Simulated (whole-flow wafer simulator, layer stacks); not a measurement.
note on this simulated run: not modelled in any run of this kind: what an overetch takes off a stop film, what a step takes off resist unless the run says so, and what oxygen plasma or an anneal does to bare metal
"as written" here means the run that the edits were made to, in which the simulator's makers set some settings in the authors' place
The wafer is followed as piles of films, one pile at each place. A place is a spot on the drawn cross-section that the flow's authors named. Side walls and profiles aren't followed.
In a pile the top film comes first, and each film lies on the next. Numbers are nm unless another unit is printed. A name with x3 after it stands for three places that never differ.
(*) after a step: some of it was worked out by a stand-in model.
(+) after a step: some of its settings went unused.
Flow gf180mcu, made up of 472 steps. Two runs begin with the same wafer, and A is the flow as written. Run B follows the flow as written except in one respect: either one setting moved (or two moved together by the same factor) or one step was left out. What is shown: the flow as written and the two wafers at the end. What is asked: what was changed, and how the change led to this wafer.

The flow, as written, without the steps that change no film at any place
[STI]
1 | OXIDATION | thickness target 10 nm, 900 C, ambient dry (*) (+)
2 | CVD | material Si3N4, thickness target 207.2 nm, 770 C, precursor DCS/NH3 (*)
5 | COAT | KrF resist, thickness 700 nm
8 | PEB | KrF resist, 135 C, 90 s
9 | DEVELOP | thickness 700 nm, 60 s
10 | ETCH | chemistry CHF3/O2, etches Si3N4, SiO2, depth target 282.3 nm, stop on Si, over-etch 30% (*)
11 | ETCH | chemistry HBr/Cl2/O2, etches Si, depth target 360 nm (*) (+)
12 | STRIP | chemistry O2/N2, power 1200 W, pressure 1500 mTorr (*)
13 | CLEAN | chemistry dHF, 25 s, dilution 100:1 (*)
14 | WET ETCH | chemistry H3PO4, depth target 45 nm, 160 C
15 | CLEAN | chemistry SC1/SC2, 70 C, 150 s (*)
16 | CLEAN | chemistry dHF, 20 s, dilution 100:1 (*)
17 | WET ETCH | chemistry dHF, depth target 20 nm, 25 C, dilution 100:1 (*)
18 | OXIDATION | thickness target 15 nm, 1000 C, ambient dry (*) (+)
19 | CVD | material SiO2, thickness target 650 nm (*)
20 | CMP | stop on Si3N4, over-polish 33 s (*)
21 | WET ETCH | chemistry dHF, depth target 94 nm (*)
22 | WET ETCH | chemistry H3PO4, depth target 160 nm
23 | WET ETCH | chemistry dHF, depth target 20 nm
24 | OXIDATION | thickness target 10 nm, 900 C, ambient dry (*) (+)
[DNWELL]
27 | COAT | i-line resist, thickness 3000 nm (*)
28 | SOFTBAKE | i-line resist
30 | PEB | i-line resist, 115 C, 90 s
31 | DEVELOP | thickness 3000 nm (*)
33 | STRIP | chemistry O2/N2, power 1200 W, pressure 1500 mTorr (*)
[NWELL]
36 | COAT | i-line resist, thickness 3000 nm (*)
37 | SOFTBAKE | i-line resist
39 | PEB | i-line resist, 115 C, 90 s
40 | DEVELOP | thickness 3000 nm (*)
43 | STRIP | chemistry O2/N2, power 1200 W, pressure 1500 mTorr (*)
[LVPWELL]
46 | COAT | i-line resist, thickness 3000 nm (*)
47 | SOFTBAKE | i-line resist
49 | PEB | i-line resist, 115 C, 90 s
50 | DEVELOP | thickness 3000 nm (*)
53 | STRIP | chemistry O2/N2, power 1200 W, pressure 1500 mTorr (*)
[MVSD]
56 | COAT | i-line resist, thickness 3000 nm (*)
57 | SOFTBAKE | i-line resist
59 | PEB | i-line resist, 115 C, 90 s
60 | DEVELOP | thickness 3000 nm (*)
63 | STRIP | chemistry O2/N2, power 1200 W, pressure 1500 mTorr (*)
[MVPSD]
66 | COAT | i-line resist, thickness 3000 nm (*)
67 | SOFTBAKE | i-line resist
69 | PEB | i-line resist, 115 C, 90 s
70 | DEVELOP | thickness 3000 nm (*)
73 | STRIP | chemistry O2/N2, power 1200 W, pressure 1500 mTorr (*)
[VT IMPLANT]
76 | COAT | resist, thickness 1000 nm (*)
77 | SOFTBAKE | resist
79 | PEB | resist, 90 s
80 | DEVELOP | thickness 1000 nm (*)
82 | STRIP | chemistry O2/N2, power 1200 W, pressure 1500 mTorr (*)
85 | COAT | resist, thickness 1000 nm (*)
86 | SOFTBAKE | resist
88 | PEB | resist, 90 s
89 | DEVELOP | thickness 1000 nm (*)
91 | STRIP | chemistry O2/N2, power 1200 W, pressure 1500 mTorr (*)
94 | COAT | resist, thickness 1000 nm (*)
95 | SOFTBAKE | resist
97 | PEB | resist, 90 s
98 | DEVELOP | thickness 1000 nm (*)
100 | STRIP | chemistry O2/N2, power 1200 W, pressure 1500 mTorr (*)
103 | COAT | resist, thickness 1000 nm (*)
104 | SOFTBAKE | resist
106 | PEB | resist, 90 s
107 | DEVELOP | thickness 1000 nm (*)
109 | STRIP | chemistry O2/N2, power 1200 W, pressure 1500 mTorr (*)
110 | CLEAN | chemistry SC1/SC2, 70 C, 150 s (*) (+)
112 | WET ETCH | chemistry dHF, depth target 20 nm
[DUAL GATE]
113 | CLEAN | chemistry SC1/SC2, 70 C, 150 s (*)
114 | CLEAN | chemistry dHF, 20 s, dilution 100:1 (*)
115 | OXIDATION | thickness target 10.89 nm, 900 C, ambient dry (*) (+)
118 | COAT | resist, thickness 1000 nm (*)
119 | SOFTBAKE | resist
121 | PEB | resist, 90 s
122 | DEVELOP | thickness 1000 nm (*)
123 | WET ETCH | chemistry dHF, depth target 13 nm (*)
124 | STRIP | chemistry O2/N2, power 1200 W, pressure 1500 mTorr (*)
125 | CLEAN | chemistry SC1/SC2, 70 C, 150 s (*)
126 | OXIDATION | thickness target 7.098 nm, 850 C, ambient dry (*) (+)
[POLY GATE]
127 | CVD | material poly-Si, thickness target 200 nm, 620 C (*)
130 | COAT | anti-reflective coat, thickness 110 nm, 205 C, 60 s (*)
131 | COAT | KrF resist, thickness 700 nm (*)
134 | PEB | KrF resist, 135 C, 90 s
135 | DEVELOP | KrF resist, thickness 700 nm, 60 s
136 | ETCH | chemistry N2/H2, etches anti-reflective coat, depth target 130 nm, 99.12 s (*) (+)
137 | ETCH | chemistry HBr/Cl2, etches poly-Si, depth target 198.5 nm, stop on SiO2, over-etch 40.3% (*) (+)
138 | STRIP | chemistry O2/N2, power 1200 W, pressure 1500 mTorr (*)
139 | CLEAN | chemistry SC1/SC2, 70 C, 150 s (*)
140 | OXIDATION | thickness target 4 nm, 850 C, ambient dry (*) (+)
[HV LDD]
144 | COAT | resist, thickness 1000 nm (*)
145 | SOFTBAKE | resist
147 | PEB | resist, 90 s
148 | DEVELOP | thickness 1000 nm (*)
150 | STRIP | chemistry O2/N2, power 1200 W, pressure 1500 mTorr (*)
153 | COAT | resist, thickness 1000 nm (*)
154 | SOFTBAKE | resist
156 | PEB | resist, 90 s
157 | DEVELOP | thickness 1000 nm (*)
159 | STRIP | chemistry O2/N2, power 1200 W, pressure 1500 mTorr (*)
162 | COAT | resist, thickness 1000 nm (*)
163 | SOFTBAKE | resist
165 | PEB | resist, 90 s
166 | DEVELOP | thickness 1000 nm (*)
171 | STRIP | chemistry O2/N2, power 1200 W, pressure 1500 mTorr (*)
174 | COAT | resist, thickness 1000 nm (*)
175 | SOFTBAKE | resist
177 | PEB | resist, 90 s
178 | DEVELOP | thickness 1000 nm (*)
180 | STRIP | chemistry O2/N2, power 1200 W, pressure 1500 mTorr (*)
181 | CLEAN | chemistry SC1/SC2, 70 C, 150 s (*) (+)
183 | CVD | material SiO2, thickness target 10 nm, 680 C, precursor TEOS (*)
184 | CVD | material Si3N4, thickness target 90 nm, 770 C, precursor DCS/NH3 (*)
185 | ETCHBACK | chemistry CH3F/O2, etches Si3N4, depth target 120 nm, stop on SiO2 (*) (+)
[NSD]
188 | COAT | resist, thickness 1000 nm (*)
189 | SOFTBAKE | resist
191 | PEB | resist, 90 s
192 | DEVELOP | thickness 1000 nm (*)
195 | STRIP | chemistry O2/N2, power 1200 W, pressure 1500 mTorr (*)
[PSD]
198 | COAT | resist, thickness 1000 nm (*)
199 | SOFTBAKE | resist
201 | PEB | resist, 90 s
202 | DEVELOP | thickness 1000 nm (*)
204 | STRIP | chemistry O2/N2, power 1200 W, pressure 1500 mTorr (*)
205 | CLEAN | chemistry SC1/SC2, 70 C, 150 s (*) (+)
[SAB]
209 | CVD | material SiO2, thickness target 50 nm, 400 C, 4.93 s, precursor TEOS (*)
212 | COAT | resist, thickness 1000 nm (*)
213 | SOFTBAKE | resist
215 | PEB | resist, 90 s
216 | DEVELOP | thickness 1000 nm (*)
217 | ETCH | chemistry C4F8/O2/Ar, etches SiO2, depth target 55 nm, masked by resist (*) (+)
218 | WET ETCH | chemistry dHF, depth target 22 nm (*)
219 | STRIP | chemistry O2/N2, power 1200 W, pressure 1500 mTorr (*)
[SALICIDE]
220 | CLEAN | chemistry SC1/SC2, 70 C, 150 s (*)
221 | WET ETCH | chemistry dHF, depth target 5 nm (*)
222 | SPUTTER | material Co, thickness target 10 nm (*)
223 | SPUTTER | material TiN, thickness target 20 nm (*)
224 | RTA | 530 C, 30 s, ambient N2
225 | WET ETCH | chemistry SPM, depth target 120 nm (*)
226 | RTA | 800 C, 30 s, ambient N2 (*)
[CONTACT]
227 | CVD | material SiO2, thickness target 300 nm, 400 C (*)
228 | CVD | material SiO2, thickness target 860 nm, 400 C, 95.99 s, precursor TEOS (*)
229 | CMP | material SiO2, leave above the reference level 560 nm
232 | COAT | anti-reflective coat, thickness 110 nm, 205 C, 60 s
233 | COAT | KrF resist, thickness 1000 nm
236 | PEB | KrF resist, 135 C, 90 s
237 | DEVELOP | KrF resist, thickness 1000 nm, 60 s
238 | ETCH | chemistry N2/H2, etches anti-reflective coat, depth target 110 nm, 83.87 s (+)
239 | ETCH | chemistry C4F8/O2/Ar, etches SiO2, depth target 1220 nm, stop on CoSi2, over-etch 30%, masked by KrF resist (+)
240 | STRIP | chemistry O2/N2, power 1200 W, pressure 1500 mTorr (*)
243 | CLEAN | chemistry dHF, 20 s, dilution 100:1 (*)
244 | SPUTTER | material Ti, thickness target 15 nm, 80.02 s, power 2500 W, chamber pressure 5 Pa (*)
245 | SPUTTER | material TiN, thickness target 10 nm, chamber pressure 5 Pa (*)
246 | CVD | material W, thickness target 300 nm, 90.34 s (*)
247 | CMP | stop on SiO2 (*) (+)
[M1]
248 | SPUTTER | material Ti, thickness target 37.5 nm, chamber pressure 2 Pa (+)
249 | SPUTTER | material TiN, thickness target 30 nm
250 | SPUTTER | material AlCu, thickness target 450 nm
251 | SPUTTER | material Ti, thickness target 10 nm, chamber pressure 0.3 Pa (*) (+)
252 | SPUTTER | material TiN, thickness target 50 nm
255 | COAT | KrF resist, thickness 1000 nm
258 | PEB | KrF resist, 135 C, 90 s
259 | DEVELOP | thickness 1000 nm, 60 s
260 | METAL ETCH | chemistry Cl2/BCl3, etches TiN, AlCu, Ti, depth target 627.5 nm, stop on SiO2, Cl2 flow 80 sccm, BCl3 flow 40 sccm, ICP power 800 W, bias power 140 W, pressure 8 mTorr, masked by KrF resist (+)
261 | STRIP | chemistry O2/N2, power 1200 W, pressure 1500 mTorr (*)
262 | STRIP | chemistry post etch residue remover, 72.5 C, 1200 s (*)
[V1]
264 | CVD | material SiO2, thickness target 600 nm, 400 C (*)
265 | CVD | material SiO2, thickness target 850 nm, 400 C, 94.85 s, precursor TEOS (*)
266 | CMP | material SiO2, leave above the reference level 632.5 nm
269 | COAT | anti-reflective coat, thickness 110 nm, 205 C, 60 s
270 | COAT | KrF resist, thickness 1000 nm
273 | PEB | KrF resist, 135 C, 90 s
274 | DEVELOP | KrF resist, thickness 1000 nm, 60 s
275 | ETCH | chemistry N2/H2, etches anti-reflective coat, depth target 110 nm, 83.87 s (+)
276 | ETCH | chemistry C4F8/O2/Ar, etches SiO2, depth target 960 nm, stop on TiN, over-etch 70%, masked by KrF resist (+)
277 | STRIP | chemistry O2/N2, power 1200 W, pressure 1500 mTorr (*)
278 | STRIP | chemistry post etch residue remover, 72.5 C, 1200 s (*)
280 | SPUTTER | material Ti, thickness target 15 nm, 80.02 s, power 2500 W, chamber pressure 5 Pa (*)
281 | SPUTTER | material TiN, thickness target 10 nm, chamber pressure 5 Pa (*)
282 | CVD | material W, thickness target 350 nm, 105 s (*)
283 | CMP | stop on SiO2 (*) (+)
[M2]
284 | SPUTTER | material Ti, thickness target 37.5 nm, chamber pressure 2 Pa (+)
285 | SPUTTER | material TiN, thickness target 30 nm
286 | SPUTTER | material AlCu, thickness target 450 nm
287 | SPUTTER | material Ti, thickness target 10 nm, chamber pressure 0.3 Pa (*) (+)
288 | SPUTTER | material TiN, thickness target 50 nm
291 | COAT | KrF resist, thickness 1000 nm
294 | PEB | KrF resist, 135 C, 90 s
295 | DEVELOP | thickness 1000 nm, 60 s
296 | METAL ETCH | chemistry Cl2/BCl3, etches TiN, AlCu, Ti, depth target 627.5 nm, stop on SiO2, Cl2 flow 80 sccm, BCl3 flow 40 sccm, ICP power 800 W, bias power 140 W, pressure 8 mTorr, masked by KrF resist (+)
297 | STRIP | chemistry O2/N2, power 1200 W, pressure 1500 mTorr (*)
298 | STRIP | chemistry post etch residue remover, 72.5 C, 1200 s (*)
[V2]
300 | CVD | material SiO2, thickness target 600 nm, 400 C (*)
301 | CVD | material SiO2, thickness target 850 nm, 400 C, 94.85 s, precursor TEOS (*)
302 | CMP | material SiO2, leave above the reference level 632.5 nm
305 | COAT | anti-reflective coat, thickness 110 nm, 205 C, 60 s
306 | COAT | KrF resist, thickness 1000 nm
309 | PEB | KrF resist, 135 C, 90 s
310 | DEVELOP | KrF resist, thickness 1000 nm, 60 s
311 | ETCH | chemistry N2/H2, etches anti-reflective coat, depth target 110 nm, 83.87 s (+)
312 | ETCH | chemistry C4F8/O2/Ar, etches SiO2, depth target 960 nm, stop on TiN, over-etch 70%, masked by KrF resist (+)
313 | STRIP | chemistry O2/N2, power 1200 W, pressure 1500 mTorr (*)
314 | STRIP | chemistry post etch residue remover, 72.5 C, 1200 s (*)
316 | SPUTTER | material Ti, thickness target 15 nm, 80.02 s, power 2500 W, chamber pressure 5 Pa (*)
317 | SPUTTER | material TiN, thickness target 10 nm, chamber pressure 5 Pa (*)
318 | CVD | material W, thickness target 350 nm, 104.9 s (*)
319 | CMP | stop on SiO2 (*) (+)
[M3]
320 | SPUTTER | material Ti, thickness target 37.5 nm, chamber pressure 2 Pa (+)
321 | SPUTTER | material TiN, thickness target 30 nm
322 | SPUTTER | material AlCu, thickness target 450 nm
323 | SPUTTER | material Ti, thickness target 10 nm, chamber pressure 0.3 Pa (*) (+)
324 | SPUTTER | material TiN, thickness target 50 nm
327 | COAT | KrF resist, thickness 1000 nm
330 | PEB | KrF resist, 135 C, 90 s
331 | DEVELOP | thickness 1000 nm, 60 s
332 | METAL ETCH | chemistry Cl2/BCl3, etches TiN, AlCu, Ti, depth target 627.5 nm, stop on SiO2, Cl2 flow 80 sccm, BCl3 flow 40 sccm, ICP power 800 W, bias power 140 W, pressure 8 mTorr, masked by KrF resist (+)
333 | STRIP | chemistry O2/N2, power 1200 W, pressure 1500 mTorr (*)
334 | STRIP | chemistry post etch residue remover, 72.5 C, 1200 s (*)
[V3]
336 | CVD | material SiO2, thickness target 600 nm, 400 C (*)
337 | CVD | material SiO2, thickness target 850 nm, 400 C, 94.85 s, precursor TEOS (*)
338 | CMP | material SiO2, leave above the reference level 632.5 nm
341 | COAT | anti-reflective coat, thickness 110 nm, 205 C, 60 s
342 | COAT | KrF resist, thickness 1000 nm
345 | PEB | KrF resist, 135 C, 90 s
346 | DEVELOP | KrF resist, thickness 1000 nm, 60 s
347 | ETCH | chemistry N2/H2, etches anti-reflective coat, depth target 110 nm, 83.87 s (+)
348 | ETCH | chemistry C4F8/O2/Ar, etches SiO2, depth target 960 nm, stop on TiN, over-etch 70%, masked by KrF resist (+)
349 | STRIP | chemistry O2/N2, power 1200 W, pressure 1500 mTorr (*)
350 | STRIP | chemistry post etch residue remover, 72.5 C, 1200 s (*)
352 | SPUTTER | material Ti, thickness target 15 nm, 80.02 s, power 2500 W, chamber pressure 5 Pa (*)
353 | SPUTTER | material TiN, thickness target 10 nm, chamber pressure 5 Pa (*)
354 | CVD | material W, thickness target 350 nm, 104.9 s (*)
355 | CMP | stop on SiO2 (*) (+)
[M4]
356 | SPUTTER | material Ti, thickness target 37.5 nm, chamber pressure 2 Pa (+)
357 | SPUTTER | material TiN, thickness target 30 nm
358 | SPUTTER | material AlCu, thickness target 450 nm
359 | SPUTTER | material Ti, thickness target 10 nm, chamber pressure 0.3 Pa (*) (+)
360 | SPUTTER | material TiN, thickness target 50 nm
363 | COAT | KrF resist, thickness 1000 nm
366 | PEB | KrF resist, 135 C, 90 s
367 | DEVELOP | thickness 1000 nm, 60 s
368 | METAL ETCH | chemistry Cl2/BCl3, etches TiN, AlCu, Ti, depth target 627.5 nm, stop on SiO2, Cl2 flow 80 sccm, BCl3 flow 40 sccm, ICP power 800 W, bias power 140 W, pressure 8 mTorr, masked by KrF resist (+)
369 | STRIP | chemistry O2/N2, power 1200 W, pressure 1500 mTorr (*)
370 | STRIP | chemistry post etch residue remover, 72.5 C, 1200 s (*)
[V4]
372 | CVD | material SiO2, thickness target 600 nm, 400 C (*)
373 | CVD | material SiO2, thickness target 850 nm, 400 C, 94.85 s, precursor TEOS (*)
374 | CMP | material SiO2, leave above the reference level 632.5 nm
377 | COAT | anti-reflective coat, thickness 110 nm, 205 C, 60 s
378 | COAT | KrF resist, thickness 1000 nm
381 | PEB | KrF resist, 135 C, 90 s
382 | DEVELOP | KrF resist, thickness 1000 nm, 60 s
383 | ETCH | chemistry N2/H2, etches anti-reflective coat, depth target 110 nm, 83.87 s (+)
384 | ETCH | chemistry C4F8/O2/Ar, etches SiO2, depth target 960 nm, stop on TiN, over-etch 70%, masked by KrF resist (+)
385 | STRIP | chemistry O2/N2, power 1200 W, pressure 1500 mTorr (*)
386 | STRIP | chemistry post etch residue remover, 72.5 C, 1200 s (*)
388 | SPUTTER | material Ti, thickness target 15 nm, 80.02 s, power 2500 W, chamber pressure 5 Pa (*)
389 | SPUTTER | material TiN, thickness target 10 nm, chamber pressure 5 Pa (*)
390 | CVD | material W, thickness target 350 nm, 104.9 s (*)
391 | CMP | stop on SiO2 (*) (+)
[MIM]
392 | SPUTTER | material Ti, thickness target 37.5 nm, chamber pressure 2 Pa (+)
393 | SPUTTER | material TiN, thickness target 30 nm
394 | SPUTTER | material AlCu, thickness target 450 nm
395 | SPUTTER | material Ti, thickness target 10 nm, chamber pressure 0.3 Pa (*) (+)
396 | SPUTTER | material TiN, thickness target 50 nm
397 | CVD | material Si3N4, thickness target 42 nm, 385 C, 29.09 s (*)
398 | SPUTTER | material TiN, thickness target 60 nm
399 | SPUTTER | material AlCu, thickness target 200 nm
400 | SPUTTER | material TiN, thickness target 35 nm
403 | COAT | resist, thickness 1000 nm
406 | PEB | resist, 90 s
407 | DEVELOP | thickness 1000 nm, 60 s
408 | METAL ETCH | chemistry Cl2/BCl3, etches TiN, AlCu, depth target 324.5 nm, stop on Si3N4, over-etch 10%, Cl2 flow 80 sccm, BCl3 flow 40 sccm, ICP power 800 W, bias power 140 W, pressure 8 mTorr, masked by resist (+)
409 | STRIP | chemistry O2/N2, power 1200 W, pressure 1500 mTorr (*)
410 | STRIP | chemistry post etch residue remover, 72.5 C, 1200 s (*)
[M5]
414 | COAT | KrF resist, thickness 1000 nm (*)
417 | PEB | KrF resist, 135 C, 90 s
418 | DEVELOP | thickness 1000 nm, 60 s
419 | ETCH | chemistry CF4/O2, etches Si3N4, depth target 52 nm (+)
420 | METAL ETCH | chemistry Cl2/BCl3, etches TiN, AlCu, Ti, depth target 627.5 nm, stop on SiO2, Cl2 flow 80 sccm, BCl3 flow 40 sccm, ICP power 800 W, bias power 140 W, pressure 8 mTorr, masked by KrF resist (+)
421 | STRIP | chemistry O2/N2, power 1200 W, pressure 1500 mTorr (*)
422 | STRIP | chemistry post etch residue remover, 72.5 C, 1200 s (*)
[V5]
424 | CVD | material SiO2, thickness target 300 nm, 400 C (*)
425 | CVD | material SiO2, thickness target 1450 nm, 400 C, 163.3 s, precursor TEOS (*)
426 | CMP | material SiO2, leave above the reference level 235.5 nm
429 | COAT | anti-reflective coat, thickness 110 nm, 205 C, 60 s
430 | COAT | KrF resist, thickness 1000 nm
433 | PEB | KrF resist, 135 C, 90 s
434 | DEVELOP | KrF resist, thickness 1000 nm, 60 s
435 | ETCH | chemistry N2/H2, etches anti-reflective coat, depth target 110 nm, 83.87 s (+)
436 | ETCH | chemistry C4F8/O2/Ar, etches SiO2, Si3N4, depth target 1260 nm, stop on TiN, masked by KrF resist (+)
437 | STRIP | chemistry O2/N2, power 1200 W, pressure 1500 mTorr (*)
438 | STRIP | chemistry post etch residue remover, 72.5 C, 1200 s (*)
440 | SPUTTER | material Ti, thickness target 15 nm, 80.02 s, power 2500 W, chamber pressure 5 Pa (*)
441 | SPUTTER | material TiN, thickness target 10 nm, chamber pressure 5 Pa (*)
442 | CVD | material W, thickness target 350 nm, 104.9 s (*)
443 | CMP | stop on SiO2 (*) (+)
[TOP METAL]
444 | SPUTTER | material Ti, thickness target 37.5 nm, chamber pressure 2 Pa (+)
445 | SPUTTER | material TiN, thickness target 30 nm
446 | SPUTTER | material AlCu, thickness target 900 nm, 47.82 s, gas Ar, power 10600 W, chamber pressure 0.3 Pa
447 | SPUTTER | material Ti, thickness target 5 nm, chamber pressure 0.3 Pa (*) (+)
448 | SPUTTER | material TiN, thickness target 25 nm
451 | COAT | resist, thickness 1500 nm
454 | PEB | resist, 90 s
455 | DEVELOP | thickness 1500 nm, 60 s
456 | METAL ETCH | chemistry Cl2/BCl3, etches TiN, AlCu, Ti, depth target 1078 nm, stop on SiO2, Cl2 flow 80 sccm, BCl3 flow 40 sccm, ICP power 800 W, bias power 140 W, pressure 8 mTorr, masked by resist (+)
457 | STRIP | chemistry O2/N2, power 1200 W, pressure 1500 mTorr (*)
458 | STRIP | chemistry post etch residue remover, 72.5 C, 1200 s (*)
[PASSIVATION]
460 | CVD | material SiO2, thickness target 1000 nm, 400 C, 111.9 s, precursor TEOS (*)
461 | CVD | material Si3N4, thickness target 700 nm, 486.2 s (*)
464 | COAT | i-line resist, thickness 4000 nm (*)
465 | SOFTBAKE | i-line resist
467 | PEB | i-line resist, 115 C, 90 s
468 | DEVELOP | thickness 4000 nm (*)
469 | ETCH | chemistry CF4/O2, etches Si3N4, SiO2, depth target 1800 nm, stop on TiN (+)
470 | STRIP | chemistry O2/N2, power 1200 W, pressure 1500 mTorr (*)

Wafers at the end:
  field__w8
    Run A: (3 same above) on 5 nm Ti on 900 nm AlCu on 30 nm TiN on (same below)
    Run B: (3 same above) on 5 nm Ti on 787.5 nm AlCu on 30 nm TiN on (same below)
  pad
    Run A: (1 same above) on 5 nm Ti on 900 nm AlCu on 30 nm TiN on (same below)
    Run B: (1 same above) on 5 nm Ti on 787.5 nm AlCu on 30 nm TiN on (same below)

Cause: step 446, SPUTTER: thickness target 787.5 nm was run, though the flow has thickness target 900 nm.
The wafer lets one read it off: field__w8 has AlCu 787.5, and step 446 as written asks for 900 nm.

The path from the change to this, step by step:
  446 | SPUTTER | material AlCu, thickness target 900 nm, 47.82 s, gas Ar, power 10600 W, chamber pressure 0.3 Pa
      field, field__w1, field__w2 and 109 more: A AlCu gains 900 (new film) | B AlCu gains 787.5 (new film)
  456 | METAL ETCH | chemistry Cl2/BCl3, etches TiN, AlCu, Ti, depth target 1078 nm, stop on SiO2, Cl2 flow 80 sccm, BCl3 flow 40 sccm, ICP power 800 W, bias power 140 W, pressure 8 mTorr, masked by resist (+)
      field, field__w1, field__w2 and 103 more: A TiN loses 25 (all of it), Ti loses 5 (all of it), AlCu loses 900 (all of it), TiN loses 30 (all of it), Ti loses 37.5 (all of it) | B TiN loses 25 (all of it), Ti loses 5 (all of it), AlCu loses 787.5 (all of it), TiN loses 30 (all of it), Ti loses 37.5 (all of it)
  464 | COAT | i-line resist, thickness 4000 nm (*)
      field__w8: A i-line resist gains 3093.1 (new film) | B i-line resist gains 3192.5 (new film)
      contact: A i-line resist gains 3153.6 (new film) | B i-line resist gains 3242.4 (new film)
      (also at 4 further places)
  465 | SOFTBAKE | i-line resist
      active_hv, ld_gate_n: A i-line resist gains 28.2 | B i-line resist gains 23.5
      pplus_u, ppoly_u: A i-line resist gains 38 | B i-line resist gains 32
      (also at 65 further places)
  467 | PEB | i-line resist, 115 C, 90 s
      field__w8, m1__w1: A i-line resist loses 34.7 | B i-line resist loses 36.5
      contact, m1: A i-line resist loses 35.1 | B i-line resist loses 36.8
      (also at 2 further places)
  468 | DEVELOP | thickness 4000 nm (*)
      pad: A i-line resist loses 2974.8 (all of it) | B i-line resist loses 3084.6 (all of it)
  470 | STRIP | chemistry O2/N2, power 1200 W, pressure 1500 mTorr (*)
      field__w8, m1__w1: A i-line resist loses 1787.7 (all of it) | B i-line resist loses 1896.1 (all of it)
      contact: A i-line resist loses 1811.2 (all of it) | B i-line resist loses 1915.6 (all of it)
      (also at 2 further places)
